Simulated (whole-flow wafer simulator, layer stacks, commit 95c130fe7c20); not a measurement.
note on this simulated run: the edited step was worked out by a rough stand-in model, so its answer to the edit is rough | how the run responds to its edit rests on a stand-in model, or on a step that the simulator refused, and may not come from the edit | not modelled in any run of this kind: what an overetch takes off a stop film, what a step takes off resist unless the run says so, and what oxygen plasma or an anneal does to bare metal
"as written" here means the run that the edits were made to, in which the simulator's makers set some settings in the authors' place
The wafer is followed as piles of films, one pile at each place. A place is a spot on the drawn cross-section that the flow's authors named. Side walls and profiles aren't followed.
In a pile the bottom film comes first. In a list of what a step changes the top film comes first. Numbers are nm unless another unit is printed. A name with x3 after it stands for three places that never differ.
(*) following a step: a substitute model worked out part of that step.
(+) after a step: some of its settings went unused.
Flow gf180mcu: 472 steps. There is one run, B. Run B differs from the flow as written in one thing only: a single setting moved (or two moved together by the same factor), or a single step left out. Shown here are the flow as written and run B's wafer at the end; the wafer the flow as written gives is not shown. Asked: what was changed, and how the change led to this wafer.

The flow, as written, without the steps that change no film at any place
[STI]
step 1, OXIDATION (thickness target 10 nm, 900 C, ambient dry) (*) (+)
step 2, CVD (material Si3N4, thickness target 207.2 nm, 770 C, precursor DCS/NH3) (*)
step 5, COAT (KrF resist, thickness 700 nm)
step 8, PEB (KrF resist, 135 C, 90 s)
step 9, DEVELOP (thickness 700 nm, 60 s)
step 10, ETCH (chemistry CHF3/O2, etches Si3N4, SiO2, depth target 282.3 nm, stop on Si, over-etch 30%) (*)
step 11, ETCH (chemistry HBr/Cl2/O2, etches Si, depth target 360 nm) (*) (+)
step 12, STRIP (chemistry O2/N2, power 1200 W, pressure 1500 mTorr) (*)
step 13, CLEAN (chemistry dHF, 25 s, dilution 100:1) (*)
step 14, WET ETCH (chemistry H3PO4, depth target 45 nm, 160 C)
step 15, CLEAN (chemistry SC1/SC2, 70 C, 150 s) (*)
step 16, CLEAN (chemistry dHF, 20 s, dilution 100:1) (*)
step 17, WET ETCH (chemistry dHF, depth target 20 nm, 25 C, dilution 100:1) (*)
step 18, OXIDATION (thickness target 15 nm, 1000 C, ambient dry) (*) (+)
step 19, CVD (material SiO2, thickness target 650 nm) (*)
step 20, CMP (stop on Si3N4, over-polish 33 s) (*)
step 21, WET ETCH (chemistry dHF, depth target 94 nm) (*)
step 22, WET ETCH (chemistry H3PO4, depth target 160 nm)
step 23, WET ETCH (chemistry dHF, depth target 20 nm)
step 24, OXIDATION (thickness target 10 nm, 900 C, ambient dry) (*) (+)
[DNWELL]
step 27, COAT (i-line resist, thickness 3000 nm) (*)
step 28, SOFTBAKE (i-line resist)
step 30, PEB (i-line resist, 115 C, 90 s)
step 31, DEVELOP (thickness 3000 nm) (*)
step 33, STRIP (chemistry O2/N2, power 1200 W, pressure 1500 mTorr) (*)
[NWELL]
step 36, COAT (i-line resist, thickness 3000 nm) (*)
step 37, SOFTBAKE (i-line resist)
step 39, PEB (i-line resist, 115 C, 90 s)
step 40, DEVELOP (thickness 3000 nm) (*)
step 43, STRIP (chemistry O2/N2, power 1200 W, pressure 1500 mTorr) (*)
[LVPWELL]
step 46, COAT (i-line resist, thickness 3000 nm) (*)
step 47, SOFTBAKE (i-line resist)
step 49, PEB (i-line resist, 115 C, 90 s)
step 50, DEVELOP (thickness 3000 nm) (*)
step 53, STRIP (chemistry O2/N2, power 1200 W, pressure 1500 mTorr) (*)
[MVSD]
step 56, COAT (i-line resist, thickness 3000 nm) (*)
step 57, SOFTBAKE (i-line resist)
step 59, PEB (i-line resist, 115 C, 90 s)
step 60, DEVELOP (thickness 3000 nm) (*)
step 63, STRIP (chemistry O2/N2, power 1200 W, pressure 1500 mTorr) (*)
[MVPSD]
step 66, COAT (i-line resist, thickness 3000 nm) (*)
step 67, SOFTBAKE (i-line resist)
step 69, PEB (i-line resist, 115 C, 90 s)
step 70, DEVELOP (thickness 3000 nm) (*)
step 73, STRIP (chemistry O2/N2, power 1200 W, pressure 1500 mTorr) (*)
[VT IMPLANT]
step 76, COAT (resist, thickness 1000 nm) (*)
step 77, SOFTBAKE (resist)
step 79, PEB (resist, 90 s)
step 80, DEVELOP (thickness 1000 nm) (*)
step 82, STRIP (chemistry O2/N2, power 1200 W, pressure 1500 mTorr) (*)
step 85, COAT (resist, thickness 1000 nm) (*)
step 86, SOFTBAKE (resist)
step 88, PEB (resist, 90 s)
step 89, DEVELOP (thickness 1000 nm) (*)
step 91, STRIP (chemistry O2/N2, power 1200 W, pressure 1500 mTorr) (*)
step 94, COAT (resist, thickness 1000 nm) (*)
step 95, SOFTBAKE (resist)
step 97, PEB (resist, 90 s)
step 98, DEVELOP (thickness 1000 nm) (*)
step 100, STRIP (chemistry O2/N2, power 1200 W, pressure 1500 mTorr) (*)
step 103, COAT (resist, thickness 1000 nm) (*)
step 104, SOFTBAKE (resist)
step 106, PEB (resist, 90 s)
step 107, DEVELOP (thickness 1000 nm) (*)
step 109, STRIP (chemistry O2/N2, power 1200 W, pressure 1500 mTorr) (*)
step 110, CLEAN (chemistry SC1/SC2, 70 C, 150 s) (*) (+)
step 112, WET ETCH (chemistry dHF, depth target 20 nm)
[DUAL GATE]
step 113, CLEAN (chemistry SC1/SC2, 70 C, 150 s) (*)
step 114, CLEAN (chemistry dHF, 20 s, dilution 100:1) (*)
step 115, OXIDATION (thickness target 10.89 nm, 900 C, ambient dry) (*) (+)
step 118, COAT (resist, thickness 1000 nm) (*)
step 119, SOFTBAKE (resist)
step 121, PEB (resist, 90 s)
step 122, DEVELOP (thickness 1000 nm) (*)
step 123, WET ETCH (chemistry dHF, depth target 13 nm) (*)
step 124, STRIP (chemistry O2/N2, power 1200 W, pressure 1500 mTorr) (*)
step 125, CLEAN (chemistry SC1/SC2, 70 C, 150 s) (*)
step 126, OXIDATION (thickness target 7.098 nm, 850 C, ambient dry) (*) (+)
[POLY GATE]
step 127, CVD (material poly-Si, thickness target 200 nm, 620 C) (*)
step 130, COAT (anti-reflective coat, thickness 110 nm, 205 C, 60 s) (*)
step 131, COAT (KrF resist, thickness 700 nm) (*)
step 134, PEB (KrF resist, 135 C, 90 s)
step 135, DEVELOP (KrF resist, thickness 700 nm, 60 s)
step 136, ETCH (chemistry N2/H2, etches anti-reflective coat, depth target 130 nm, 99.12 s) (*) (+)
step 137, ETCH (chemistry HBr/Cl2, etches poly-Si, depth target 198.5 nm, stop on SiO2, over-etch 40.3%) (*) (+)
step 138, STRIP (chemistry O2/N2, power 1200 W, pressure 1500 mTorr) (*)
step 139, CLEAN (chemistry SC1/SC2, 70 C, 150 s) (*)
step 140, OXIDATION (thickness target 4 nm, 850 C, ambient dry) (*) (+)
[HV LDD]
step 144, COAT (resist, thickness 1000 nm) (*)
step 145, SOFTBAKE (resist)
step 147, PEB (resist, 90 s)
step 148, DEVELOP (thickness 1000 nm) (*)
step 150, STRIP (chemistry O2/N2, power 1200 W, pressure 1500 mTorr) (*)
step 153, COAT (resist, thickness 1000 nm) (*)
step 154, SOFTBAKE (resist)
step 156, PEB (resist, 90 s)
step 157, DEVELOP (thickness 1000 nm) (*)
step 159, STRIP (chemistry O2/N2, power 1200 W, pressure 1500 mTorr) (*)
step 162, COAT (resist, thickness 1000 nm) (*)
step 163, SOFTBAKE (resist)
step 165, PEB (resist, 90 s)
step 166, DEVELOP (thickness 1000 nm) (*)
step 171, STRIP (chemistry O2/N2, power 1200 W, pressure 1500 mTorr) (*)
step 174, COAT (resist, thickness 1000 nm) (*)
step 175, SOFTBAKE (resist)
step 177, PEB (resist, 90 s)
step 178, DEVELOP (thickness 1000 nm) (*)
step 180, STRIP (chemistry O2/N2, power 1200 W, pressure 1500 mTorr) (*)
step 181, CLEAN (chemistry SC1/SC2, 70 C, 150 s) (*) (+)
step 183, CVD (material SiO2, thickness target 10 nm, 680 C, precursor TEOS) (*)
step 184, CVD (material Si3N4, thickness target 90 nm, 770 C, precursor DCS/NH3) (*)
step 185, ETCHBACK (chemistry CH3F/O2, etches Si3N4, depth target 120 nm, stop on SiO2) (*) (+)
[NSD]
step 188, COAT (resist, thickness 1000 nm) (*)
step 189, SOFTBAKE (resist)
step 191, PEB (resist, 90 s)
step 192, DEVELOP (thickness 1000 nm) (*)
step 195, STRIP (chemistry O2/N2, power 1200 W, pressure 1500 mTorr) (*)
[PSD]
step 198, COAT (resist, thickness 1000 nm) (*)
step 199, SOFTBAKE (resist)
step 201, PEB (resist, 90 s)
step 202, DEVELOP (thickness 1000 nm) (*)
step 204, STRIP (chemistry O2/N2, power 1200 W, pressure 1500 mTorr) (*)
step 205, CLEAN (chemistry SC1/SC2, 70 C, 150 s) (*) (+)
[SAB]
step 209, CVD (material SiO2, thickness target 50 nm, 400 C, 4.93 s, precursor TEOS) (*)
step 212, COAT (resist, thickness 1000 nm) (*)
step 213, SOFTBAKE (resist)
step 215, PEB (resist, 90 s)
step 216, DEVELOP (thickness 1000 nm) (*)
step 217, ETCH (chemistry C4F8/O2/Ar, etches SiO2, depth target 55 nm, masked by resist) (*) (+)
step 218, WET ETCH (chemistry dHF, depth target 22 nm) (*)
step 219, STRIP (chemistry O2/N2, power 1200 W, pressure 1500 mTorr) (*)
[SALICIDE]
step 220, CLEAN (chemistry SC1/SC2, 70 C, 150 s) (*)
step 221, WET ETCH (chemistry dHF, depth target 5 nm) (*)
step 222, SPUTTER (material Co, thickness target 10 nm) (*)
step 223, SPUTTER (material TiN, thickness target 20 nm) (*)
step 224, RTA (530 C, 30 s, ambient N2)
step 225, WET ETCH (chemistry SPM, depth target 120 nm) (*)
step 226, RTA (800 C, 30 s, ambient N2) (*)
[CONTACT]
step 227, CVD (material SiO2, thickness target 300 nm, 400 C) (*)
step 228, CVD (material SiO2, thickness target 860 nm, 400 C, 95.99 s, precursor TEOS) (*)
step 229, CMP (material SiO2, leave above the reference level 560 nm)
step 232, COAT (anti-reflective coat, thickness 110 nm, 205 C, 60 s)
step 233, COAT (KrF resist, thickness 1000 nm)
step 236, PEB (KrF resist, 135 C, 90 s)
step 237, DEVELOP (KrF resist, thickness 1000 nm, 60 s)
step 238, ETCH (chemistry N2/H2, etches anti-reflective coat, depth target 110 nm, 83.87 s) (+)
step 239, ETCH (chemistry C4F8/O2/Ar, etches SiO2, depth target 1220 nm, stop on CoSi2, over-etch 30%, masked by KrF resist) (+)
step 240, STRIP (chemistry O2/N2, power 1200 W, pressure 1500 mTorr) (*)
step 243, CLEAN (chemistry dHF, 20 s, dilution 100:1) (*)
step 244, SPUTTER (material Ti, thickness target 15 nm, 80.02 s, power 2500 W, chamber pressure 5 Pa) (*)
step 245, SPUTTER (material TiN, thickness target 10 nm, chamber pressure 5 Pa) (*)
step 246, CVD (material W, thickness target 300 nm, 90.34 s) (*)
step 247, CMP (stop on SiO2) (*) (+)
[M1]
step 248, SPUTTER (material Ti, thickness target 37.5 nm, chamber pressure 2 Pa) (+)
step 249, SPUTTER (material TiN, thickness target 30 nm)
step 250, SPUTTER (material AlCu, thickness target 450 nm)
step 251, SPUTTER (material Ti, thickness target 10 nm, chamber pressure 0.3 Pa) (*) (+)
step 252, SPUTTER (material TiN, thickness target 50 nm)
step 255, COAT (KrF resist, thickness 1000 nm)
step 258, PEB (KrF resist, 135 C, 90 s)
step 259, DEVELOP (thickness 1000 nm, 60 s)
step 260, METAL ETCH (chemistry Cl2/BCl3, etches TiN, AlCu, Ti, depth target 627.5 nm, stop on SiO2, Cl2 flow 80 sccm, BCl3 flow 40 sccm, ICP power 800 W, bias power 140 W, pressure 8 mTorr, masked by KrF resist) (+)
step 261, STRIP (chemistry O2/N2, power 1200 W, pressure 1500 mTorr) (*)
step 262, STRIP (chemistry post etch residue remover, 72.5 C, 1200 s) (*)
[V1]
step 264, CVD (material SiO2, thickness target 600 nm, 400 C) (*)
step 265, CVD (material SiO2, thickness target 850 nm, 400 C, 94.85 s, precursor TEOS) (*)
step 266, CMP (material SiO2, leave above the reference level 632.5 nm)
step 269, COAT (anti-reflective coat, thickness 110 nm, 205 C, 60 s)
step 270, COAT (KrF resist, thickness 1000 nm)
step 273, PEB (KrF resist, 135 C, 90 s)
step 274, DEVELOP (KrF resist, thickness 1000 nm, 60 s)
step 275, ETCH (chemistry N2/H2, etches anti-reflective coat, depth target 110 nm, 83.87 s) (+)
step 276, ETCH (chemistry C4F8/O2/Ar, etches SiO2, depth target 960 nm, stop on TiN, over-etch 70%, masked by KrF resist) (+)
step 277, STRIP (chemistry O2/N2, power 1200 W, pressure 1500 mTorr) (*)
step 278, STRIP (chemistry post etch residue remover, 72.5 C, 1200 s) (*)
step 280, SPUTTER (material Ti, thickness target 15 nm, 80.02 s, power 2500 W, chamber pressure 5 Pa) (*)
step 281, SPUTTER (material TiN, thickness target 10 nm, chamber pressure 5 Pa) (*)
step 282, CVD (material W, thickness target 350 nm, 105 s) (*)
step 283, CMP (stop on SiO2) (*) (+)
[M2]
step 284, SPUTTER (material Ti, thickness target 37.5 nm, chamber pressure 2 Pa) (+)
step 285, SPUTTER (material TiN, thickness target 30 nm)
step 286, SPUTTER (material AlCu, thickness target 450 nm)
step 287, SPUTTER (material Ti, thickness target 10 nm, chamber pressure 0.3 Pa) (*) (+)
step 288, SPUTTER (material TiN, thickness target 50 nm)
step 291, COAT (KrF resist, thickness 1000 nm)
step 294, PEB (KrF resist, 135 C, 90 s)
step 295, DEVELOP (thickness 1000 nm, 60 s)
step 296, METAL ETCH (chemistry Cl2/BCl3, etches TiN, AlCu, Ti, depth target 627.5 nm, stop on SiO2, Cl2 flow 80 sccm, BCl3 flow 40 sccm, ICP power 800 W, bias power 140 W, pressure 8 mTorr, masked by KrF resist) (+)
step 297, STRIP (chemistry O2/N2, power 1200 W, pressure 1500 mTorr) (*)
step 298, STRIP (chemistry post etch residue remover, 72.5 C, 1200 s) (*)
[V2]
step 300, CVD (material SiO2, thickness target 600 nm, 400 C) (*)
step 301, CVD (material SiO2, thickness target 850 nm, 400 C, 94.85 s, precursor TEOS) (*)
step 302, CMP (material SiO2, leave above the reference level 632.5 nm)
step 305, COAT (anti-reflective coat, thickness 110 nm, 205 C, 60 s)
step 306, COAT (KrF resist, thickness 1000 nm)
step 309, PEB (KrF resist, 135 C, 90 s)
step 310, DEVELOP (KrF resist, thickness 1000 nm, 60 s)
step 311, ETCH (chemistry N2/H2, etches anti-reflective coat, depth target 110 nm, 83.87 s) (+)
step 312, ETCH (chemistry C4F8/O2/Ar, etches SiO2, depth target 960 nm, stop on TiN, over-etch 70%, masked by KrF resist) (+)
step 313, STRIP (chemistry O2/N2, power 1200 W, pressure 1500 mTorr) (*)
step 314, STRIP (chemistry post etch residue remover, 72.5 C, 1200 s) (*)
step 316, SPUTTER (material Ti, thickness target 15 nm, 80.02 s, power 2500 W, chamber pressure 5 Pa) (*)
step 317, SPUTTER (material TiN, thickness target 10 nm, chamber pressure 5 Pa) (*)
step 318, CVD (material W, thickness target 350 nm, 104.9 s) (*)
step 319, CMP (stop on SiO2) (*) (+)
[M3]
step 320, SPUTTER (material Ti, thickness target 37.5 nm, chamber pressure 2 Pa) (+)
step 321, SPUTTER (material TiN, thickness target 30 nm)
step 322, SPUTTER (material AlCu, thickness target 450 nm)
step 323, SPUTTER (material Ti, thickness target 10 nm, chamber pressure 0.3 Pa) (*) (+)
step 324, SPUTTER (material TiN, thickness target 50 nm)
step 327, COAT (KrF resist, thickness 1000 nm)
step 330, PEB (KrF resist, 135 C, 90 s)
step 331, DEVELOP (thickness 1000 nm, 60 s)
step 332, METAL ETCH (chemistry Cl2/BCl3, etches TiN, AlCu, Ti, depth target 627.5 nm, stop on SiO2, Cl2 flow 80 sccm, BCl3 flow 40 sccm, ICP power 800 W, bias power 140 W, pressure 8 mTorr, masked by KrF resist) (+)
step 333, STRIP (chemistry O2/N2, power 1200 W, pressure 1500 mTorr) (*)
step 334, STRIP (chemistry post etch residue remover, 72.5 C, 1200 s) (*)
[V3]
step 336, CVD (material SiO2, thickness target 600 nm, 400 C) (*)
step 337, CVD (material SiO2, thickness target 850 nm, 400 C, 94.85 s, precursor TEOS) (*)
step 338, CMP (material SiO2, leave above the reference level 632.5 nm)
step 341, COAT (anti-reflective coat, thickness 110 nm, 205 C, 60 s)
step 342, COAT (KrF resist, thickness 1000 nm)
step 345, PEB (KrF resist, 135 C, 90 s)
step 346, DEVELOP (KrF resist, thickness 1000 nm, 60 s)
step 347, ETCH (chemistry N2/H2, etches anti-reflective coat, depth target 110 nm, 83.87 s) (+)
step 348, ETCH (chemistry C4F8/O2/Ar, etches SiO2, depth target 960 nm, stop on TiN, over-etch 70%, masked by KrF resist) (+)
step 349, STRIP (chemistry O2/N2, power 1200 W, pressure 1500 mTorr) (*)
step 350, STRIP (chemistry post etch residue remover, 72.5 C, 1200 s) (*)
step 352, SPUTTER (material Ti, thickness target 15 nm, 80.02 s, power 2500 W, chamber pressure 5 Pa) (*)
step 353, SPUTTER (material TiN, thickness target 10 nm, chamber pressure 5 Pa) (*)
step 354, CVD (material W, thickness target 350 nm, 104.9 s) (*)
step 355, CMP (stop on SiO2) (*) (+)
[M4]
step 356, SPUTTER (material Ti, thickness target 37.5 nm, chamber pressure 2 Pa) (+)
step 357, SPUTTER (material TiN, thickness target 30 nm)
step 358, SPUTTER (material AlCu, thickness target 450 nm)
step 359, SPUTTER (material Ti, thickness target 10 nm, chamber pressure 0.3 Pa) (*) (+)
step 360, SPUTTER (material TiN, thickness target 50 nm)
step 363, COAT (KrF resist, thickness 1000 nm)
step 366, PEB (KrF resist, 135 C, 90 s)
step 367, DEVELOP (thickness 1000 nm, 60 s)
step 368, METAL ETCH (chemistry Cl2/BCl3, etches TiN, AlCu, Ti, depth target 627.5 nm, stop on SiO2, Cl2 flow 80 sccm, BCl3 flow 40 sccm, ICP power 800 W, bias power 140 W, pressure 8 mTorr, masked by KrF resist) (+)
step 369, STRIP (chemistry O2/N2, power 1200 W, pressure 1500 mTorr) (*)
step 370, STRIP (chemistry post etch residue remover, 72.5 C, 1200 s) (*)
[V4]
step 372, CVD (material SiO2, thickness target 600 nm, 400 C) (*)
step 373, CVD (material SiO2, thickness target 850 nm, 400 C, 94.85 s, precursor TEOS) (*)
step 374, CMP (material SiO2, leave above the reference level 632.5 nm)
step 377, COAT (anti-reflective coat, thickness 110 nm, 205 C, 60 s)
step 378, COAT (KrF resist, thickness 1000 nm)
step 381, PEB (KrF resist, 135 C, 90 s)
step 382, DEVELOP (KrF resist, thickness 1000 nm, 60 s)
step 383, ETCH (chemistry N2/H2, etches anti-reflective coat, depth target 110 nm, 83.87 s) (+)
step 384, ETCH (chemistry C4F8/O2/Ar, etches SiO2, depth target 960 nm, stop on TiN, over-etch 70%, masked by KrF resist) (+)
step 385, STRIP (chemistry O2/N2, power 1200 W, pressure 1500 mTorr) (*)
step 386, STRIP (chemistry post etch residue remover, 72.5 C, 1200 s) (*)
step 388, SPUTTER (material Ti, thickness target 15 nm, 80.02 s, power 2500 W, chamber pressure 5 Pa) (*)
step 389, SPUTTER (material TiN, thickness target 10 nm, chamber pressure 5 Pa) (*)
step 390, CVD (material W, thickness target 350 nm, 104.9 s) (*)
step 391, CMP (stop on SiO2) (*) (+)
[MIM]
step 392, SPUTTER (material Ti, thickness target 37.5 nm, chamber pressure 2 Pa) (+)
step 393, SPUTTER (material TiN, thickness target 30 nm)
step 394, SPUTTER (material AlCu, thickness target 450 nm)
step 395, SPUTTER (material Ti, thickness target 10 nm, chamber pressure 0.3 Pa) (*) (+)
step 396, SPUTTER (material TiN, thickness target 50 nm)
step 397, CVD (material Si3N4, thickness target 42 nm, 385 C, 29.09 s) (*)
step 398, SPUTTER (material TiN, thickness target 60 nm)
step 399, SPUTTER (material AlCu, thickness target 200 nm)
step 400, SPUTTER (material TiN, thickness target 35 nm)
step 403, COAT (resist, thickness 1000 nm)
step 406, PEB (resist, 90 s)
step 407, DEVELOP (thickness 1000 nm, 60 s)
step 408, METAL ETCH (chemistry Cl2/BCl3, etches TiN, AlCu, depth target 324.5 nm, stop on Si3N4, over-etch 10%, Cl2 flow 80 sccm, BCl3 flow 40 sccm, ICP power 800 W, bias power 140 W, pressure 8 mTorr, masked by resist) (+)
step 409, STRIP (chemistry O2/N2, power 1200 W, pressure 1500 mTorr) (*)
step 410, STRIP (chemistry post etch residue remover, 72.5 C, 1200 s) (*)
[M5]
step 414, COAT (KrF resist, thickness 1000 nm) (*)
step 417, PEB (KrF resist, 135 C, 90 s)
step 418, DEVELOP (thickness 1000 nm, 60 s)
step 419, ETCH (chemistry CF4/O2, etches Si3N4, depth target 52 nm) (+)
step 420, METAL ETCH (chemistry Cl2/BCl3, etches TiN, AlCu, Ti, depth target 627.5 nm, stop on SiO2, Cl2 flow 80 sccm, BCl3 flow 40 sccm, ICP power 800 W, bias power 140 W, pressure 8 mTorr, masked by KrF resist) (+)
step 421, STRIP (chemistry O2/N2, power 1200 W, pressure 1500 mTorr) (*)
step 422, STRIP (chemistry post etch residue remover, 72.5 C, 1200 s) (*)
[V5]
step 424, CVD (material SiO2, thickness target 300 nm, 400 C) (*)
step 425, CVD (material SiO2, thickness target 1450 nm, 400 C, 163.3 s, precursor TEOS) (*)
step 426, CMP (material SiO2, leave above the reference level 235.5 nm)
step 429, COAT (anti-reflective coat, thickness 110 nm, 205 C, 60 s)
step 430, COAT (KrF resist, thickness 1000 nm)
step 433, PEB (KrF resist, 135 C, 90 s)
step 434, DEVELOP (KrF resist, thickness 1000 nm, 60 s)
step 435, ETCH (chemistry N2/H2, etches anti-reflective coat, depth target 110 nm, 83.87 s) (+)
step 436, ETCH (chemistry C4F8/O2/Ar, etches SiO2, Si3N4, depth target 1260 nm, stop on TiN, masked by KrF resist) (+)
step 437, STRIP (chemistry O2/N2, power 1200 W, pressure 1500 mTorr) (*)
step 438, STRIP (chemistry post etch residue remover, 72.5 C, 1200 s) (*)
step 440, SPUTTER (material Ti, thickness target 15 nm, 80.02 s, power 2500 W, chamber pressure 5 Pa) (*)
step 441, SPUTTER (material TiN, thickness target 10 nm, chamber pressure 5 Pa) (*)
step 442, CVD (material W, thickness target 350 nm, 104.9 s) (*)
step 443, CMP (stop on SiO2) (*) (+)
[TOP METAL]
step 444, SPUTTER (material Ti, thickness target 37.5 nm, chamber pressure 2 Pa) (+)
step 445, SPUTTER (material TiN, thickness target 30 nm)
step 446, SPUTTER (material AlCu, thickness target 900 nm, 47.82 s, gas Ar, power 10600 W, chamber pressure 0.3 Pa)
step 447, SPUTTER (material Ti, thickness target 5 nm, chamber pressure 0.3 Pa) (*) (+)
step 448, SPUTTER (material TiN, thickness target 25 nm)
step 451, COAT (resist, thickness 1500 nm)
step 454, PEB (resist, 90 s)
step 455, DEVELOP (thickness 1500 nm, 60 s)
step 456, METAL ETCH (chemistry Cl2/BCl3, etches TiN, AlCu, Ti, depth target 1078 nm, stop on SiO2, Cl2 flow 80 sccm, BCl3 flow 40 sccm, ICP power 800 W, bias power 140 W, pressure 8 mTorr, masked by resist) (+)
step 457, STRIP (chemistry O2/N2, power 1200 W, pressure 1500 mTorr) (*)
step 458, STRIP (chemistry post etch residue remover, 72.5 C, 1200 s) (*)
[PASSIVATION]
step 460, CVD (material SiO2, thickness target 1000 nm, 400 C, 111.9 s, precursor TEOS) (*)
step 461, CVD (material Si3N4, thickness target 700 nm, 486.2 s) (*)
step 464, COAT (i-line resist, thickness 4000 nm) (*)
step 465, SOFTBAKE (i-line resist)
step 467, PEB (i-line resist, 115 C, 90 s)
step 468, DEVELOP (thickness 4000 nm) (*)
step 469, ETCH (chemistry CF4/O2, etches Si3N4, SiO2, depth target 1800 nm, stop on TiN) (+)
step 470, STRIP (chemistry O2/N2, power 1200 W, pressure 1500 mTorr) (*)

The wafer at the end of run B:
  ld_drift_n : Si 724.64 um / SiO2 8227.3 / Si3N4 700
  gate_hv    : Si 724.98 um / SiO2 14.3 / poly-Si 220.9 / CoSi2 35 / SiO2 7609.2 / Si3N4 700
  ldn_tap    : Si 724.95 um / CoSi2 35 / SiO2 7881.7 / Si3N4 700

The reason: step 127, CVD: thickness target 260 nm was run, while the flow as written has thickness target 200 nm.

The path from the change to this, step by step:
  step 127, CVD (material poly-Si, thickness target 200 nm, 620 C) (*)
      field, field__w1, field__w2 and 89 more: +260 poly-Si (new film) (as written it would have been: +200 poly-Si (new film))
  step 137, ETCH (chemistry HBr/Cl2, etches poly-Si, depth target 198.5 nm, stop on SiO2, over-etch 40.3%) (*) (+)
      field: -258.6 poly-Si (all of it) (as written it would have been: -198.6 poly-Si (all of it), -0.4 SiO2)
      field__w3, field__w12, field_sub and 9 more: -258.6 poly-Si (all of it), -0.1 SiO2 (as written it would have been: -198.6 poly-Si (all of it), -0.4 SiO2)
      (and at 51 other places as well)
  step 144, COAT (resist, thickness 1000 nm) (*)
      gate: +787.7 resist (new film) (as written it would have been: +837.4 resist (new film))
      gate_hv: +800.6 resist (new film) (as written it would have been: +845.5 resist (new film))
      (and at 26 other places as well)
  step 145, SOFTBAKE (resist)
      ldn_sep, ldp_sep__w1: +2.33 resist (as written it would have been: +1.69 resist)
      field__w6: +2.76 resist (as written it would have been: +1.94 resist)
      (and at 35 other places as well)
  step 147, PEB (resist, 90 s)
      gate_p_hv, gate_hv5: -45 resist (as written it would have been: -47.8 resist)
      npoly_u, gate_p_hv5: -44.5 resist (as written it would have been: -47.4 resist)
      (and at 26 other places as well)
  step 148, DEVELOP (thickness 1000 nm) (*)
      gate: -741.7 resist (all of it) (as written it would have been: -789.1 resist (all of it))
      npoly_u: -745 resist (all of it) (as written it would have been: -790.2 resist (all of it))
      (and at 3 other places as well)
  step 150, STRIP (chemistry O2/N2, power 1200 W, pressure 1500 mTorr) (*)
      gate_hv: -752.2 resist (all of it) (as written it would have been: -795.2 resist (all of it))
      gate_p: -749.4 resist (all of it) (as written it would have been: -795.2 resist (all of it))
      (and at 21 other places as well)
  step 153, COAT (resist, thickness 1000 nm) (*)
      gate: +787.7 resist (new film) (as written it would have been: +837.4 resist (new film))
      gate_hv: +800.6 resist (new film) (as written it would have been: +845.5 resist (new film))
      (and at 26 other places as well)
  step 154, SOFTBAKE (resist)
      ldn_sep, ldp_sep__w1: +2.33 resist (as written it would have been: +1.69 resist)
      field__w6: +2.76 resist (as written it would have been: +1.94 resist)
      (and at 35 other places as well)
  step 156, PEB (resist, 90 s)
      gate_p_hv, gate_hv5: -45 resist (as written it would have been: -47.8 resist)
      npoly_u, gate_p_hv5: -44.5 resist (as written it would have been: -47.4 resist)
      (and at 26 other places as well)
  step 157, DEVELOP (thickness 1000 nm) (*)
      gate_p: -749.4 resist (all of it) (as written it would have been: -795.2 resist (all of it))
      ppoly_u: -748.7 resist (all of it) (as written it would have been: -793.1 resist (all of it))
      (and at 3 other places as well)
  step 159, STRIP (chemistry O2/N2, power 1200 W, pressure 1500 mTorr) (*)
      gate: -741.7 resist (all of it) (as written it would have been: -789.1 resist (all of it))
      gate_hv: -752.2 resist (all of it) (as written it would have been: -795.2 resist (all of it))
      (and at 21 other places as well)
  step 162, COAT (resist, thickness 1000 nm) (*)
      gate: +787.7 resist (new film) (as written it would have been: +837.4 resist (new film))
      gate_hv: +800.6 resist (new film) (as written it would have been: +845.5 resist (new film))
      (and at 26 other places as well)
  step 163, SOFTBAKE (resist)
      ldn_sep, ldp_sep__w1: +2.33 resist (as written it would have been: +1.69 resist)
      field__w6: +2.76 resist (as written it would have been: +1.94 resist)
      (and at 35 other places as well)
  step 165, PEB (resist, 90 s)
      gate_p_hv, gate_hv5: -45 resist (as written it would have been: -47.8 resist)
      npoly_u, gate_p_hv5: -44.5 resist (as written it would have been: -47.4 resist)
      (and at 26 other places as well)
  step 166, DEVELOP (thickness 1000 nm) (*)
      gate_hv: -752.2 resist (all of it) (as written it would have been: -795.3 resist (all of it))
      gate_nat: -789.1 resist (all of it) (as written it would have been: -823.9 resist (all of it))
      (and at 7 other places as well)
  ... 31 other steps ...
  step 246, CVD (material W, thickness target 300 nm, 90.34 s) (*)
      polyc_n, polyc_p: +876 W (new film) (as written it would have been: +936 W (new film))
